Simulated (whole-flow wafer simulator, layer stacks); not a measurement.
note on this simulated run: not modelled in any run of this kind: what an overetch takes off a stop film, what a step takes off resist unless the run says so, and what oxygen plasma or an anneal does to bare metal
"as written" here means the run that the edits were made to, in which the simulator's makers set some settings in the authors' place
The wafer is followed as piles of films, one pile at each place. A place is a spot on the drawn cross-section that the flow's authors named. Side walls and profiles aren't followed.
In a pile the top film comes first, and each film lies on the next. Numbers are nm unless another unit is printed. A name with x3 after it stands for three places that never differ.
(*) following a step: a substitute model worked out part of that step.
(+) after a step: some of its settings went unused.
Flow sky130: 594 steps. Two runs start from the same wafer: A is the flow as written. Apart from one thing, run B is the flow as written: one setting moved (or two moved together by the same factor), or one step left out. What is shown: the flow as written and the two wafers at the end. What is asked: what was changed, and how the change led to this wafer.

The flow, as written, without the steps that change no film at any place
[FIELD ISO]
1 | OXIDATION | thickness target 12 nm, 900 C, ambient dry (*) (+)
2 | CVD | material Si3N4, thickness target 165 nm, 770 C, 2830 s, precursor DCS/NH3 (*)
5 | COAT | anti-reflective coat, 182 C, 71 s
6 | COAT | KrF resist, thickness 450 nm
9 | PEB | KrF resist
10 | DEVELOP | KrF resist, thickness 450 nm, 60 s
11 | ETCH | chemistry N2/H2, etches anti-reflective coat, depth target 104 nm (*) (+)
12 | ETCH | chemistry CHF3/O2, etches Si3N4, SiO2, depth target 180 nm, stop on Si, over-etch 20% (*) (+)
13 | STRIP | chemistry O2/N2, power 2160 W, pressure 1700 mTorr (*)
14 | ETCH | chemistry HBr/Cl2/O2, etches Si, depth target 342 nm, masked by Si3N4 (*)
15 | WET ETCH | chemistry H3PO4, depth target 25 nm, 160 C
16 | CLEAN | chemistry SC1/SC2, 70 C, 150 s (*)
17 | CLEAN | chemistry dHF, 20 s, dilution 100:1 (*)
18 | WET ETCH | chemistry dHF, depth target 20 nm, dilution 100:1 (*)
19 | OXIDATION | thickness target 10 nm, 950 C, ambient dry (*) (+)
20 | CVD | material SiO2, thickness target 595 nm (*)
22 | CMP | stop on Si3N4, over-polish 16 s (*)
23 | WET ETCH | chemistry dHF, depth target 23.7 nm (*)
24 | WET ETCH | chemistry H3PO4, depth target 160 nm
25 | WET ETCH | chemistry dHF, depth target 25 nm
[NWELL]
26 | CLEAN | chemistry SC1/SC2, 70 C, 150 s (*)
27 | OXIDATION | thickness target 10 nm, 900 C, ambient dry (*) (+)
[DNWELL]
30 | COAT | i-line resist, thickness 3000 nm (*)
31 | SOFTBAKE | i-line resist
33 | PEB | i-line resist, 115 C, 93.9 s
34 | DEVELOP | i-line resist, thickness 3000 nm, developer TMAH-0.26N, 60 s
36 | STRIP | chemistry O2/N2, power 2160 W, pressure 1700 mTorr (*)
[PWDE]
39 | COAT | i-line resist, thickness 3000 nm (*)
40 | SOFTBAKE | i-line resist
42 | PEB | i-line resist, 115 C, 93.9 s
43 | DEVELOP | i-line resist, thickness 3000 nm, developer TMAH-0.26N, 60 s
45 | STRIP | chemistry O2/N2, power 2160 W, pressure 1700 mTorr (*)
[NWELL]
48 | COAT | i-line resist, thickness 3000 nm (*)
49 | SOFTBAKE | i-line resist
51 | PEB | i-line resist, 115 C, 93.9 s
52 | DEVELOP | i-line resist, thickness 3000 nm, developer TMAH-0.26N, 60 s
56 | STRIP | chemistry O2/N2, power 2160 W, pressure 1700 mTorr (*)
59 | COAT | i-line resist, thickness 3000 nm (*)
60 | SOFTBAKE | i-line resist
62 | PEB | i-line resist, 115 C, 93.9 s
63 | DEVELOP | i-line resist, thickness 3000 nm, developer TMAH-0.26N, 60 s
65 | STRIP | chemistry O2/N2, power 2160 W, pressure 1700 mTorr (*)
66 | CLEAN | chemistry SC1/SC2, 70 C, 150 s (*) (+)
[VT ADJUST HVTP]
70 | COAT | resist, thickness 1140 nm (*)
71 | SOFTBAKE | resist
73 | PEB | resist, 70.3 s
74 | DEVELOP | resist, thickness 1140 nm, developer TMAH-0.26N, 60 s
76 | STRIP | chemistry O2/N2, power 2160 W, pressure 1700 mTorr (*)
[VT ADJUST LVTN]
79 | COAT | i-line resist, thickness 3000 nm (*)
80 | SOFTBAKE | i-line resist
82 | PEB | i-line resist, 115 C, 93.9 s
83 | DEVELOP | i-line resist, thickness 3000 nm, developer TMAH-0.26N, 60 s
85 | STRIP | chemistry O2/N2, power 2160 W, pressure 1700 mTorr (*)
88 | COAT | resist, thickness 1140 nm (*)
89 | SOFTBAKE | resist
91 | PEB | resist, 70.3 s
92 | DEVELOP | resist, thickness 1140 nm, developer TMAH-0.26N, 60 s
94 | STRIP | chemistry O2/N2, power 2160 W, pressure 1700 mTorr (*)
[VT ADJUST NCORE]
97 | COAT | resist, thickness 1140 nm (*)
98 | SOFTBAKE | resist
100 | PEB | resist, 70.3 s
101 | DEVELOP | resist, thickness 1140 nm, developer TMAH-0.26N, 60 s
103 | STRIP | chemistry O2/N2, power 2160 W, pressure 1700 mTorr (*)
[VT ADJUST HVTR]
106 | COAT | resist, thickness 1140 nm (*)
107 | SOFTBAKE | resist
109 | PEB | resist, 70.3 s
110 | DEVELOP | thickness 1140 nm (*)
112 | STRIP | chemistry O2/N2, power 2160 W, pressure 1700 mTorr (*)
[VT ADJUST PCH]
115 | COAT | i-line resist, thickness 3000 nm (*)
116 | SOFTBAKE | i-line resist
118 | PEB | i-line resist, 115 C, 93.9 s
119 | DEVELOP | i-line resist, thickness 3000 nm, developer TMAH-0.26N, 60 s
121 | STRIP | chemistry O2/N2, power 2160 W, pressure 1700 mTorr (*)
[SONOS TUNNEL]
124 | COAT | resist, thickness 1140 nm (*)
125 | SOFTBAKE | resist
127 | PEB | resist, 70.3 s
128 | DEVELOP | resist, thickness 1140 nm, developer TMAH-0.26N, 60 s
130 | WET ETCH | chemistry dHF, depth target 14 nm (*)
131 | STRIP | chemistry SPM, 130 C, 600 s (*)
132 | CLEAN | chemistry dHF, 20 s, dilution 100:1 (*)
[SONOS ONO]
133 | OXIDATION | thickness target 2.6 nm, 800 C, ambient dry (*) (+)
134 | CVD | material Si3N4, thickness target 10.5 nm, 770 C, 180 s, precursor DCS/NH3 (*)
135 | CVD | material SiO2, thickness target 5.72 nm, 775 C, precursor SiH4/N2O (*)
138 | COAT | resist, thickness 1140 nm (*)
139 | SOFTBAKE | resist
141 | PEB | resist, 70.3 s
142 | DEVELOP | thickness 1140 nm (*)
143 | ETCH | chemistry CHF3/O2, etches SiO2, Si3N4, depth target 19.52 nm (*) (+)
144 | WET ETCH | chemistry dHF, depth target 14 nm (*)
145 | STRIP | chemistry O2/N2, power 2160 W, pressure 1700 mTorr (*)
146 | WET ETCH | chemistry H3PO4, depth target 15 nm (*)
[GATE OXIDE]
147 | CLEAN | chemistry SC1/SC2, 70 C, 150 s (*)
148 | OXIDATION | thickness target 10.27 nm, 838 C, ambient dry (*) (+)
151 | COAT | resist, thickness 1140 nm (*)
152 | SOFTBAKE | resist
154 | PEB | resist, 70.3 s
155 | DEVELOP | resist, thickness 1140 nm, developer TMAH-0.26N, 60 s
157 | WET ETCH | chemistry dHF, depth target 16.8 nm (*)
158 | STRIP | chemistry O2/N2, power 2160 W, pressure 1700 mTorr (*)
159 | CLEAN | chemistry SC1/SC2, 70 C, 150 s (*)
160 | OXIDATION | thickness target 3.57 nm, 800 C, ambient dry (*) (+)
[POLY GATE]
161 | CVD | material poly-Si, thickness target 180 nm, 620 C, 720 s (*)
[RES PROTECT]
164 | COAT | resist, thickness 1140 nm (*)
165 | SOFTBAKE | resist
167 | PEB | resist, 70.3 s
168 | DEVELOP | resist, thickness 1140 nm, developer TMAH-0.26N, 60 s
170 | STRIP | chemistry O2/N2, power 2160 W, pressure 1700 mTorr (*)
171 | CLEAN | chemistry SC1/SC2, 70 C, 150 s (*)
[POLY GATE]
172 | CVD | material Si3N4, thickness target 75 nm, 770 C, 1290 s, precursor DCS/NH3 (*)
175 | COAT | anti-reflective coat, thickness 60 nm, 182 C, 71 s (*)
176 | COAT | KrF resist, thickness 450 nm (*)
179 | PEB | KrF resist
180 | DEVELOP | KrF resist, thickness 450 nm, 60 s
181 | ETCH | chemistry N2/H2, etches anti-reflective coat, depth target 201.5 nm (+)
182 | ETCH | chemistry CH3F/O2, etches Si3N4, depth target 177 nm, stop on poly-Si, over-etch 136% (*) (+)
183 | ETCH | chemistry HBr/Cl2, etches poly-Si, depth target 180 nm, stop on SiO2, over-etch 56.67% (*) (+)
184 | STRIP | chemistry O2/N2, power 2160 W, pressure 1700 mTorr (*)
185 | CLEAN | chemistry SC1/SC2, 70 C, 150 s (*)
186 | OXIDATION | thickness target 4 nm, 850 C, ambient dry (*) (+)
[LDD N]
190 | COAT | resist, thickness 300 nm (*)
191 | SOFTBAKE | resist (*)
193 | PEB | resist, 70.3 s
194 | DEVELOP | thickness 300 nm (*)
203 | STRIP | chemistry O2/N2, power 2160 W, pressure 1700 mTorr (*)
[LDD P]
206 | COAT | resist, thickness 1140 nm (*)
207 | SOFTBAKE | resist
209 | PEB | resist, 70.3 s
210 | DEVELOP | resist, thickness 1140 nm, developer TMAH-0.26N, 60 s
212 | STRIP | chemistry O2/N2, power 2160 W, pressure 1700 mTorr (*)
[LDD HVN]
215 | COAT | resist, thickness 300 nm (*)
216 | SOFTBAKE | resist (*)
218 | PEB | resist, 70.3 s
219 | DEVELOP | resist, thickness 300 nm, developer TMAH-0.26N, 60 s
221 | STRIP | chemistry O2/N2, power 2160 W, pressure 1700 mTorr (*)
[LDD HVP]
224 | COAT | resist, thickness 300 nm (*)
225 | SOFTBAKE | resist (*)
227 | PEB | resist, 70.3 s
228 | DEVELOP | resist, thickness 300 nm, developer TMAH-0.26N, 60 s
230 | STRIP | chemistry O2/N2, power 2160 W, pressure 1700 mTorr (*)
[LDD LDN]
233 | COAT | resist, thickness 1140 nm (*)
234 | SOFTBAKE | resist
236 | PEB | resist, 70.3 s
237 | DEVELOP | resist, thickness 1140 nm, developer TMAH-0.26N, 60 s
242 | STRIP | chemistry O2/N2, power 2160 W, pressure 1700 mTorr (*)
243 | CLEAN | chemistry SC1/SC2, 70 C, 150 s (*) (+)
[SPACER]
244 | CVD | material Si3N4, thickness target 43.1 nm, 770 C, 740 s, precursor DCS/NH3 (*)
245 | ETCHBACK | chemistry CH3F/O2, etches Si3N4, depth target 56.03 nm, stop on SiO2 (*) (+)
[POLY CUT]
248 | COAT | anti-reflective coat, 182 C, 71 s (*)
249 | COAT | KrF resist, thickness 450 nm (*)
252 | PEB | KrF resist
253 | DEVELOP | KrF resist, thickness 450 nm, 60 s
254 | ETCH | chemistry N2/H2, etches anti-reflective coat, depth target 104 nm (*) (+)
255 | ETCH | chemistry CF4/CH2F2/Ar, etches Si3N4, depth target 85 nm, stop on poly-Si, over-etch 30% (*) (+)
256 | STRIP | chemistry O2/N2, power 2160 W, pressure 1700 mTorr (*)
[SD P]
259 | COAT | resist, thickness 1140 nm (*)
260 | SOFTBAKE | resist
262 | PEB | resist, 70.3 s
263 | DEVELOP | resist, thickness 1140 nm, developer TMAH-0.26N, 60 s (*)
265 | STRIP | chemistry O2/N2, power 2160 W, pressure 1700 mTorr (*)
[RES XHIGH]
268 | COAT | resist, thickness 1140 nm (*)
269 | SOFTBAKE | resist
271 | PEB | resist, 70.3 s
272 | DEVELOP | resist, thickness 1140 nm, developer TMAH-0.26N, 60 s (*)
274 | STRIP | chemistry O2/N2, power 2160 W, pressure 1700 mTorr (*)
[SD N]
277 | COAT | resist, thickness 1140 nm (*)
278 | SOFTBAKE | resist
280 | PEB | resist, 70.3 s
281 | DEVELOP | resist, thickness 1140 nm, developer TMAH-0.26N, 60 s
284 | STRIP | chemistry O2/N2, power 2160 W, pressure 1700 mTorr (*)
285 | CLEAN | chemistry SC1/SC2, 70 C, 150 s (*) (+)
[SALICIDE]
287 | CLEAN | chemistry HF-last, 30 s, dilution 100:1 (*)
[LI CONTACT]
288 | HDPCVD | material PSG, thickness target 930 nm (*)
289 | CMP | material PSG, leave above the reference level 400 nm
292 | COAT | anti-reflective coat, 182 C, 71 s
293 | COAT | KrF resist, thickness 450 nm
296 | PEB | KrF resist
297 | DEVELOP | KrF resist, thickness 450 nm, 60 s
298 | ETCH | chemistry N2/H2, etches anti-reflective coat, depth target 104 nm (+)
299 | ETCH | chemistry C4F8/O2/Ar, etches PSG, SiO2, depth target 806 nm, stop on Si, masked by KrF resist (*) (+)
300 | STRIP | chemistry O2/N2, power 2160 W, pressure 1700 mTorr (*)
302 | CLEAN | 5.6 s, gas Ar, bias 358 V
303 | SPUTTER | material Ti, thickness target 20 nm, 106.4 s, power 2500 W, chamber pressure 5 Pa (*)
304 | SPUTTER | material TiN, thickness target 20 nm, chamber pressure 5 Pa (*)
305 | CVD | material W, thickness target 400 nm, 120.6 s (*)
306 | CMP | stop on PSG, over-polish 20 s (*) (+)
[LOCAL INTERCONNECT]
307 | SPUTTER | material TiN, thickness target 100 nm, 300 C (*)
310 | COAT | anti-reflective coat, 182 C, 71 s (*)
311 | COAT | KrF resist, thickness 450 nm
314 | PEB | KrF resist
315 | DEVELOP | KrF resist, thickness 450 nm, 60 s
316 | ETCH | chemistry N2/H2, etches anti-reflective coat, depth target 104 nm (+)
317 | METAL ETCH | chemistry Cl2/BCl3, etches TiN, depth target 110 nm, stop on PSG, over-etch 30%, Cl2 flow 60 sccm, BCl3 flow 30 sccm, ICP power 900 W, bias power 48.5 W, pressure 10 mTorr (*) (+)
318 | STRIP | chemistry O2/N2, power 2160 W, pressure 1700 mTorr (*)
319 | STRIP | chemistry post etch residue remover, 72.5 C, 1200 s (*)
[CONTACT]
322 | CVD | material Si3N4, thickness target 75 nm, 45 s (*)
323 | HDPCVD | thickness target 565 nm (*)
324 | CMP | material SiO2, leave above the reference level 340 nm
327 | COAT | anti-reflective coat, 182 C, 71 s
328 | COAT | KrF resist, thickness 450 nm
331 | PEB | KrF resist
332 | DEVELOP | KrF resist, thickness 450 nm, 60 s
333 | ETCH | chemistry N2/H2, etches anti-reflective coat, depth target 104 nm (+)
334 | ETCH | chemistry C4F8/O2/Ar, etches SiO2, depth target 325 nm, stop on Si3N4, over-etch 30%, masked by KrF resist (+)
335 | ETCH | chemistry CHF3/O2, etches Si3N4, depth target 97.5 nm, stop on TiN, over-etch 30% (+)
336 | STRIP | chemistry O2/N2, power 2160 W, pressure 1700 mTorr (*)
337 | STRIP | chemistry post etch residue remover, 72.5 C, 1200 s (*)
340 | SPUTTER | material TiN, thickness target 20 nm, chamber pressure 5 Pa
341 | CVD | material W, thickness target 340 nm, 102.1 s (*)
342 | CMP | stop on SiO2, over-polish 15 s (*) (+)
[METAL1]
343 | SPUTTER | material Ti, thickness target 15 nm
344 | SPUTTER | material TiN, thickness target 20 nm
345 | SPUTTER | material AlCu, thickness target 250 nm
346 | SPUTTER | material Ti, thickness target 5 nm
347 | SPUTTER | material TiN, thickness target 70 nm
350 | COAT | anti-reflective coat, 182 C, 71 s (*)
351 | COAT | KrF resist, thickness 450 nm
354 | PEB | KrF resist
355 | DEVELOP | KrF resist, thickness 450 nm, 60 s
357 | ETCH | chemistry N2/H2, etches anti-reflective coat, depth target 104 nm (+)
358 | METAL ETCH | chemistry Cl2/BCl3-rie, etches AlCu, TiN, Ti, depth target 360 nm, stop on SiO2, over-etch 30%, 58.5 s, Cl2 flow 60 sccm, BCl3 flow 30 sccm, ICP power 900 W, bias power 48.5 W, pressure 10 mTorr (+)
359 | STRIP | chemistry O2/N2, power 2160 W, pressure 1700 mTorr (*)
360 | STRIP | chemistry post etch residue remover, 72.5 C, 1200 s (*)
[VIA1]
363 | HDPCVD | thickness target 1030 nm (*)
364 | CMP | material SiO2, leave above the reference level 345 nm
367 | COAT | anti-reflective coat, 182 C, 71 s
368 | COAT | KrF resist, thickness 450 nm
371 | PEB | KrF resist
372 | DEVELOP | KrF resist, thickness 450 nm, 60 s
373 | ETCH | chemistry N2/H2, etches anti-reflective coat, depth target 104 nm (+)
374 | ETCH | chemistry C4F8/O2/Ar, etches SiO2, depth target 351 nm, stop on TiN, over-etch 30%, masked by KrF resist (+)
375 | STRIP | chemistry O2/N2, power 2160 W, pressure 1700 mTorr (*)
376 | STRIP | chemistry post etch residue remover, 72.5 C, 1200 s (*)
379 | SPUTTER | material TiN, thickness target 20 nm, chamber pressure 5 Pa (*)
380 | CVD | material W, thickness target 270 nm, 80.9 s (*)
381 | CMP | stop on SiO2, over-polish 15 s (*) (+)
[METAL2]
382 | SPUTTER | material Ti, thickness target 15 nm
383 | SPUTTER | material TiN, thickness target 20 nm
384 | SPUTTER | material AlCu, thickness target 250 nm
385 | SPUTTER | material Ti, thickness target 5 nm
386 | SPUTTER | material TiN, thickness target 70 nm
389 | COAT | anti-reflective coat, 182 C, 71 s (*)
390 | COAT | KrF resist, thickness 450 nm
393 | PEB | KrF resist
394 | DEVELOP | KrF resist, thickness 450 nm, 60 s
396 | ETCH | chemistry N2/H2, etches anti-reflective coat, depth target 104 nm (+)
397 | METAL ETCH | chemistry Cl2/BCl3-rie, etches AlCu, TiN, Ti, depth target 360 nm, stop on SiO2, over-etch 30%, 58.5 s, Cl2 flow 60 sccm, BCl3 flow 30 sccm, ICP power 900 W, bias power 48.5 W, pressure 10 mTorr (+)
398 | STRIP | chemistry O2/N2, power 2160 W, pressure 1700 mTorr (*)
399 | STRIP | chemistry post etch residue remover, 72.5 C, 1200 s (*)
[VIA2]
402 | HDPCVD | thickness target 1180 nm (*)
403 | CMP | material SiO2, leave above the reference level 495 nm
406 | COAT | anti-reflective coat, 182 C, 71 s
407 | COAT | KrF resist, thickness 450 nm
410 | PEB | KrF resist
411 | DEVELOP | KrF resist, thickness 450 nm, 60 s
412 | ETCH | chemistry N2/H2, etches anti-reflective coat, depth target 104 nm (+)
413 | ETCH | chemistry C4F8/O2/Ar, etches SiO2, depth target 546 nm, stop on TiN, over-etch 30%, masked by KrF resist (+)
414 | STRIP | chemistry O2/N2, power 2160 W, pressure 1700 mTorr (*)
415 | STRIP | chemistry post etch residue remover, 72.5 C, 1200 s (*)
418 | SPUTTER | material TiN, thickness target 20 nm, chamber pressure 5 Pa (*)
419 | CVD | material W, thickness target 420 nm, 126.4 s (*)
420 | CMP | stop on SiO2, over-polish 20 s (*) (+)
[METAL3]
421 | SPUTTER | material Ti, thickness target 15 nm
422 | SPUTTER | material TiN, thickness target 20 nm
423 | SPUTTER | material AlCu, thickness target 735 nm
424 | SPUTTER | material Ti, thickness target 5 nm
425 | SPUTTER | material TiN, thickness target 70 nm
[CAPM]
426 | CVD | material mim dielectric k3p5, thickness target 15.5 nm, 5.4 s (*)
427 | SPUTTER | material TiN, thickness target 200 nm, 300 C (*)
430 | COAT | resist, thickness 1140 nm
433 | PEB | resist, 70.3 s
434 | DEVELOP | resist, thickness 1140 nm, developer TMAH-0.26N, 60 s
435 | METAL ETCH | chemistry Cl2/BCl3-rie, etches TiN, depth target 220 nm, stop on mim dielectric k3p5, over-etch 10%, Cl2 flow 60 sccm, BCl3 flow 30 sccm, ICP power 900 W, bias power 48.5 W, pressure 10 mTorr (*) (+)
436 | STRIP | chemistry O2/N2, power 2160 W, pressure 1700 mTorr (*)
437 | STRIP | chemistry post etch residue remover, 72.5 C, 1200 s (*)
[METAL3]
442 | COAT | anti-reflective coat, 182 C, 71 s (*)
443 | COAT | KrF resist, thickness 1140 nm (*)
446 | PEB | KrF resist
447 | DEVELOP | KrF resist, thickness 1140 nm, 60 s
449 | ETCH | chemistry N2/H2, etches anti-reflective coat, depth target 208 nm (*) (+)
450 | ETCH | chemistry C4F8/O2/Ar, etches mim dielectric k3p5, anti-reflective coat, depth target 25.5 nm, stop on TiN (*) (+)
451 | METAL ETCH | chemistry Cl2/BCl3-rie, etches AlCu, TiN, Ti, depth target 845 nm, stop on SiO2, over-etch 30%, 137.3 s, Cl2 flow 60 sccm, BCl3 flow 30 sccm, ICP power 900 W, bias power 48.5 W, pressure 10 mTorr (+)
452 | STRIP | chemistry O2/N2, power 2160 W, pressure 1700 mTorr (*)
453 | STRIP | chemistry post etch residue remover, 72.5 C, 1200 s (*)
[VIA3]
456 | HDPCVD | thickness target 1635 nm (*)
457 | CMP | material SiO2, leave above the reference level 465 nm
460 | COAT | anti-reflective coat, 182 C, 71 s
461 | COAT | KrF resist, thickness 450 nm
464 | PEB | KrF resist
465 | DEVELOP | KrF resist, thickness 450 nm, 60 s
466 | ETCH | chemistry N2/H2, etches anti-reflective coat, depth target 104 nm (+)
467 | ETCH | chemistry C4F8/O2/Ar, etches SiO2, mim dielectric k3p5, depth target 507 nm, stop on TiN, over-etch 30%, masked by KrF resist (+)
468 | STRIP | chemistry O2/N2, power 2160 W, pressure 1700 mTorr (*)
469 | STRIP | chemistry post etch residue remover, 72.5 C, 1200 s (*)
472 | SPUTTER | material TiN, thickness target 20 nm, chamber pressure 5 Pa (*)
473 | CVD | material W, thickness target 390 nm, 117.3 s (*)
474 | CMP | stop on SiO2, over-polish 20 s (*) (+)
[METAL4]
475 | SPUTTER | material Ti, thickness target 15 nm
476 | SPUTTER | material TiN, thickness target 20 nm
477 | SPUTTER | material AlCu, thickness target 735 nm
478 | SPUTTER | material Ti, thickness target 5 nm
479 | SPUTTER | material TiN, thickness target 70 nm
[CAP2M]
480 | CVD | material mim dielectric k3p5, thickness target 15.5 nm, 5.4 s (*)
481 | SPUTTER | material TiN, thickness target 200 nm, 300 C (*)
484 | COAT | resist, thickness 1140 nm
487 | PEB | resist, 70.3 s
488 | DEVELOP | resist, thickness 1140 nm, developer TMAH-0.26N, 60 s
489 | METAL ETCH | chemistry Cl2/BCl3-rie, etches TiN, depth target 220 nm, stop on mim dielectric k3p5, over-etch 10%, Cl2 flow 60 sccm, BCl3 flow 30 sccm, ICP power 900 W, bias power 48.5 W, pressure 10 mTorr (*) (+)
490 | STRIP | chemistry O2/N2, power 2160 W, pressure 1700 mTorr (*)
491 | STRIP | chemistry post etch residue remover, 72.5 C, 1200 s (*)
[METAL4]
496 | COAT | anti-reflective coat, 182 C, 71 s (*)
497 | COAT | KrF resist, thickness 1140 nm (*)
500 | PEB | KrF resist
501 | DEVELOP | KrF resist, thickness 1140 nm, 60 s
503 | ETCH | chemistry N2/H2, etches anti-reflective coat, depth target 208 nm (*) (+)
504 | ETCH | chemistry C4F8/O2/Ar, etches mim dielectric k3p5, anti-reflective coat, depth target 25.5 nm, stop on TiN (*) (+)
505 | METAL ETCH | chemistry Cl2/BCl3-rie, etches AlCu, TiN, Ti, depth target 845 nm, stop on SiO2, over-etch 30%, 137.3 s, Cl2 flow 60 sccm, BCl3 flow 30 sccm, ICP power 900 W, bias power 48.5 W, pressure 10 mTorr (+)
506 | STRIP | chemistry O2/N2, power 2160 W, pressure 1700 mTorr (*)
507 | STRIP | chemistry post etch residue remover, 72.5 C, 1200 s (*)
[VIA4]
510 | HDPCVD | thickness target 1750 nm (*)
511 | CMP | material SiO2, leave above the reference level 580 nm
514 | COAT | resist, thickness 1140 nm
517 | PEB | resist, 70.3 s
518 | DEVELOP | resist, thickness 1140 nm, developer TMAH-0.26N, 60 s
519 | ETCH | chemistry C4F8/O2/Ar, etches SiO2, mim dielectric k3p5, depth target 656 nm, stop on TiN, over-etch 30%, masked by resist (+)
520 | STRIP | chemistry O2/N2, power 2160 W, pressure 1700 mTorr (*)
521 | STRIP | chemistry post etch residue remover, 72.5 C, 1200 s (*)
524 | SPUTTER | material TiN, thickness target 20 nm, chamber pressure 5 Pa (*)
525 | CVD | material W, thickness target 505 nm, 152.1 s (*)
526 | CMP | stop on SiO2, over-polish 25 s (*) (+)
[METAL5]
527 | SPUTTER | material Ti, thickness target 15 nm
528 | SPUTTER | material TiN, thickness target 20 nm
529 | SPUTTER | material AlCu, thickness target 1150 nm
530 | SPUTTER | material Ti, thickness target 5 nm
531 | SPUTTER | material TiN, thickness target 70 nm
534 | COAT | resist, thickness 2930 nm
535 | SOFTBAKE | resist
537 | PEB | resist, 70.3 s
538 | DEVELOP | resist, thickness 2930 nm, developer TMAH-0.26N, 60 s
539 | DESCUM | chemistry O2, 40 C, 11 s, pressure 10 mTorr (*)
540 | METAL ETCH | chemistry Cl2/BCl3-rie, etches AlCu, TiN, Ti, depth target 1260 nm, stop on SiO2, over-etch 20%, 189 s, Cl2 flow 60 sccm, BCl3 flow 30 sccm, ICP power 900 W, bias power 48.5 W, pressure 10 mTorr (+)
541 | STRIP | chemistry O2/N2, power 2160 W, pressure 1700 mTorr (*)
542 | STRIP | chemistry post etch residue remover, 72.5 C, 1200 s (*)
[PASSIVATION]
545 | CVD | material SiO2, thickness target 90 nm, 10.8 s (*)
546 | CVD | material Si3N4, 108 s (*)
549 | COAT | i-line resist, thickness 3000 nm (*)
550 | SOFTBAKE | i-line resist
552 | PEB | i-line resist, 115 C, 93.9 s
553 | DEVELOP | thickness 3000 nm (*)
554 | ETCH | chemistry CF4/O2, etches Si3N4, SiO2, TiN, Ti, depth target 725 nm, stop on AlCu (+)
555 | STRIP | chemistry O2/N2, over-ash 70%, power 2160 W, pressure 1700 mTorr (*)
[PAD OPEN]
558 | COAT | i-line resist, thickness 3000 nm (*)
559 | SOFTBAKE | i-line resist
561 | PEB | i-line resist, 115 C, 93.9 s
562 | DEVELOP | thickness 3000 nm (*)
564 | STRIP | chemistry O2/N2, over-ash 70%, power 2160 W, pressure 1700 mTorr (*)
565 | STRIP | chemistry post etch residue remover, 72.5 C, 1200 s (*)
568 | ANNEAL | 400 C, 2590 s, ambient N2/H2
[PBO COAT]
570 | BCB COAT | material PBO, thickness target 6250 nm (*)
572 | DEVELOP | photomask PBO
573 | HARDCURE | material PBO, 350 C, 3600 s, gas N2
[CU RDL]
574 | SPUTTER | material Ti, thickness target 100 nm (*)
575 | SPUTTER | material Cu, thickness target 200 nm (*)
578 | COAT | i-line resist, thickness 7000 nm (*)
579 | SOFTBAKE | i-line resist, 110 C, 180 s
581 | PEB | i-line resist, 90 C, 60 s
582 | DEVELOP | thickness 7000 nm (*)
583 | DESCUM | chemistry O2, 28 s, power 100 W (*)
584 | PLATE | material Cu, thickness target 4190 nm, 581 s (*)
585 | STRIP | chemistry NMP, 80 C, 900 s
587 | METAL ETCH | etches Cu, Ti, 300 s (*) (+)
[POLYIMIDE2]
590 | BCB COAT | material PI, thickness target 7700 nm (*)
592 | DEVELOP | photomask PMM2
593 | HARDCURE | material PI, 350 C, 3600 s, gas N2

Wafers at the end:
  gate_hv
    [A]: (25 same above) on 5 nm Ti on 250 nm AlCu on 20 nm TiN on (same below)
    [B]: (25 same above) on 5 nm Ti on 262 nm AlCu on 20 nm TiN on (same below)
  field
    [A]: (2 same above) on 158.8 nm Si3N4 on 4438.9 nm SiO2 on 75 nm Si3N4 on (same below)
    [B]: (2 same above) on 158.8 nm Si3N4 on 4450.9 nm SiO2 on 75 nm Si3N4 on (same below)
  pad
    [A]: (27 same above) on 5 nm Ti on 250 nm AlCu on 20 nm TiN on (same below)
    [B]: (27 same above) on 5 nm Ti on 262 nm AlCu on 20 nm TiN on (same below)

Cause: step 345, SPUTTER: thickness target 262 nm was run, though the flow has thickness target 250 nm.
The wafer itself shows it: gate_hv has AlCu 262, and step 345 as written asks for 250 nm.

How this came from the change, step by step:
  345 | SPUTTER | material AlCu, thickness target 250 nm
      field, active, n_well and 188 more: A AlCu gains 250 (new film) | B AlCu gains 262 (new film)
  358 | METAL ETCH | chemistry Cl2/BCl3-rie, etches AlCu, TiN, Ti, depth target 360 nm, stop on SiO2, over-etch 30%, 58.5 s, Cl2 flow 60 sccm, BCl3 flow 30 sccm, ICP power 900 W, bias power 48.5 W, pressure 10 mTorr (+)
      field, active, gate and 81 more: A TiN loses 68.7 (all of it), Ti loses 5 (all of it), AlCu loses 250 (all of it), TiN loses 20 (all of it), Ti loses 15 (all of it), SiO2 loses 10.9 | B TiN loses 68.7 (all of it), Ti loses 5 (all of it), AlCu loses 262 (all of it), TiN loses 20 (all of it), Ti loses 15 (all of it), SiO2 loses 9.73
  364 | CMP | material SiO2, leave above the reference level 345 nm
      field, active, gate and 81 more: A SiO2 loses 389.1 | B SiO2 loses 378.3
